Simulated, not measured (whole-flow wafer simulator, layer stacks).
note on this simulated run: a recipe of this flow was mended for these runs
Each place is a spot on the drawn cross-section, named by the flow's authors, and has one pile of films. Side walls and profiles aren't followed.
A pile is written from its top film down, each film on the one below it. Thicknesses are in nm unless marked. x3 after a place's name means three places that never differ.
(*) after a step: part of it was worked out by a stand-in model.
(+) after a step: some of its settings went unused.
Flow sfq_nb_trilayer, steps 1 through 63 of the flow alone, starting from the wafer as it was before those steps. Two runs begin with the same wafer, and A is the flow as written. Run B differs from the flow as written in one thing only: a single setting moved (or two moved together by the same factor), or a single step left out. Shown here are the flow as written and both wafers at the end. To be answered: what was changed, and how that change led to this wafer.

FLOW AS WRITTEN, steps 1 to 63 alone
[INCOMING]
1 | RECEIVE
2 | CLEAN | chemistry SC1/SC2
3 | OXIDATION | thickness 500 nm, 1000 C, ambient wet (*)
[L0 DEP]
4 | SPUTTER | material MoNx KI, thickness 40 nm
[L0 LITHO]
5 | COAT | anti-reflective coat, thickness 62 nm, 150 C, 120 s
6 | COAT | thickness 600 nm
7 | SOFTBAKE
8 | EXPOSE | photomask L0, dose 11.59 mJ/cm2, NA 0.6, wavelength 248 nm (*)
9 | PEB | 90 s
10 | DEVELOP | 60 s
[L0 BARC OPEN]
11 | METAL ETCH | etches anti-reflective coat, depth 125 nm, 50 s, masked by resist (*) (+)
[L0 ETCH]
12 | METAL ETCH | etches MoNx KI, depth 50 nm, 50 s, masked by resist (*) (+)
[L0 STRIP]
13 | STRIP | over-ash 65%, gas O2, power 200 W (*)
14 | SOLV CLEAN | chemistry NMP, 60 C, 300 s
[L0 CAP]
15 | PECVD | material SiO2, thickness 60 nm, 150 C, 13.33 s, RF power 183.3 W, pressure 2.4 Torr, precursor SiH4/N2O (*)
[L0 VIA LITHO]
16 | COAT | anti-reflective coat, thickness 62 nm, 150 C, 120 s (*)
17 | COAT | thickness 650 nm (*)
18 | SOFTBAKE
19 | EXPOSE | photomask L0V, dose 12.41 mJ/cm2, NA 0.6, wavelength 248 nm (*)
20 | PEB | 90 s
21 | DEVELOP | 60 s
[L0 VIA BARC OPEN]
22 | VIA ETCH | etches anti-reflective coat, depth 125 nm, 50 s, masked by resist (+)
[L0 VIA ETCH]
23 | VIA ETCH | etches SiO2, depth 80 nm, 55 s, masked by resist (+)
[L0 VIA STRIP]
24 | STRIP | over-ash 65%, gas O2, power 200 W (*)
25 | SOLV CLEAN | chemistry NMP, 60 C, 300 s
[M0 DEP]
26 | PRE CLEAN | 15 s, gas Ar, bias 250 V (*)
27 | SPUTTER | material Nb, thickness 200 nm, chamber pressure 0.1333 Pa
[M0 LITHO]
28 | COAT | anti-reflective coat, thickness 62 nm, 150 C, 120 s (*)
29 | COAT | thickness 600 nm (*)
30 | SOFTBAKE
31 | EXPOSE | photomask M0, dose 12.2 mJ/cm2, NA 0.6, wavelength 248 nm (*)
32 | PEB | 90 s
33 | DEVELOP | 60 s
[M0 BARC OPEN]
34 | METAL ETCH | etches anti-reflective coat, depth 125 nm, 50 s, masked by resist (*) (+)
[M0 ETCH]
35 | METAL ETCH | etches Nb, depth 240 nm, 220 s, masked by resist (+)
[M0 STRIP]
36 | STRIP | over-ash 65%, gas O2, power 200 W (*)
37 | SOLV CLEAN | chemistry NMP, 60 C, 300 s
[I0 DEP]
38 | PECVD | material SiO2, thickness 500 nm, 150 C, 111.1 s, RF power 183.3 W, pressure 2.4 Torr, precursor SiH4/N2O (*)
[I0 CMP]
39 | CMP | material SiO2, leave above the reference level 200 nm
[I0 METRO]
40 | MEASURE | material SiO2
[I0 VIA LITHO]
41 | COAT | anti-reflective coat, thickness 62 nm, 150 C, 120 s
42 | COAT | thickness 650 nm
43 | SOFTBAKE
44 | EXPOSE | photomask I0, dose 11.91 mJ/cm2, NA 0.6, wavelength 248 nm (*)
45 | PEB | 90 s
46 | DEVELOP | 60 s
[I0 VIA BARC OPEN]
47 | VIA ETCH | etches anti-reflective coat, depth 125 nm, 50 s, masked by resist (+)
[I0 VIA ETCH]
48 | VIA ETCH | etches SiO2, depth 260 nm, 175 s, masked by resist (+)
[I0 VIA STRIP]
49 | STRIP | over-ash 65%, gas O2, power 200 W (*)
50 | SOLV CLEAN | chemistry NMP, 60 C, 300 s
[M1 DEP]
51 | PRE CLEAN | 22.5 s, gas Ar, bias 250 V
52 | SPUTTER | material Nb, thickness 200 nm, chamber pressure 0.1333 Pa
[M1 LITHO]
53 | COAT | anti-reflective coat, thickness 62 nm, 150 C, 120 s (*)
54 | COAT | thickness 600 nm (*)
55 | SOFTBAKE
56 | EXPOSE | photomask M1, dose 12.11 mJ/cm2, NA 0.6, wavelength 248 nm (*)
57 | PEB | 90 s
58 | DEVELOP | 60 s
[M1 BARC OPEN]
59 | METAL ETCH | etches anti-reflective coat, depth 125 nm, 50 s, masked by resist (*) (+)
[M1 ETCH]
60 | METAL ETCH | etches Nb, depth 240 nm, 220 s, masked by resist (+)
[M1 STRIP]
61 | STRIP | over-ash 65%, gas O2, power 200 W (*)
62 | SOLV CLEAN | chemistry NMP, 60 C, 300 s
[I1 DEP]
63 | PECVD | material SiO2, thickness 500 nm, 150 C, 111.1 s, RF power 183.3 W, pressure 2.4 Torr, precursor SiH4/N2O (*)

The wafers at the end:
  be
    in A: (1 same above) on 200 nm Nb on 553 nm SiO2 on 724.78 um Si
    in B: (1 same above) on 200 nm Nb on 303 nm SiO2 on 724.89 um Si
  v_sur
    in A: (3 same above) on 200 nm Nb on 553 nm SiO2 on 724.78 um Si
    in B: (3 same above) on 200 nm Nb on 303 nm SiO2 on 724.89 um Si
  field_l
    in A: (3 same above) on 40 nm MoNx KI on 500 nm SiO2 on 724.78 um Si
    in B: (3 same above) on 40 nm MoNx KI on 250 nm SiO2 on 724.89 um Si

The reason: step 3, OXIDATION: thickness 250 nm was run, though the flow has thickness 500 nm.
One can read it off the wafer: field_l has SiO2 250, and step 3 as written asks for 500 nm.

How this came from the change, step by step:
  3 | OXIDATION | thickness 500 nm, 1000 C, ambient wet (*)
      field_l, v_sur, via_wl and 103 more: A +500 SiO2 (new film), -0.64 chemical SiO2 (all of it), -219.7 Si | B +250 SiO2 (new film), -0.64 chemical SiO2 (all of it), -109.7 Si
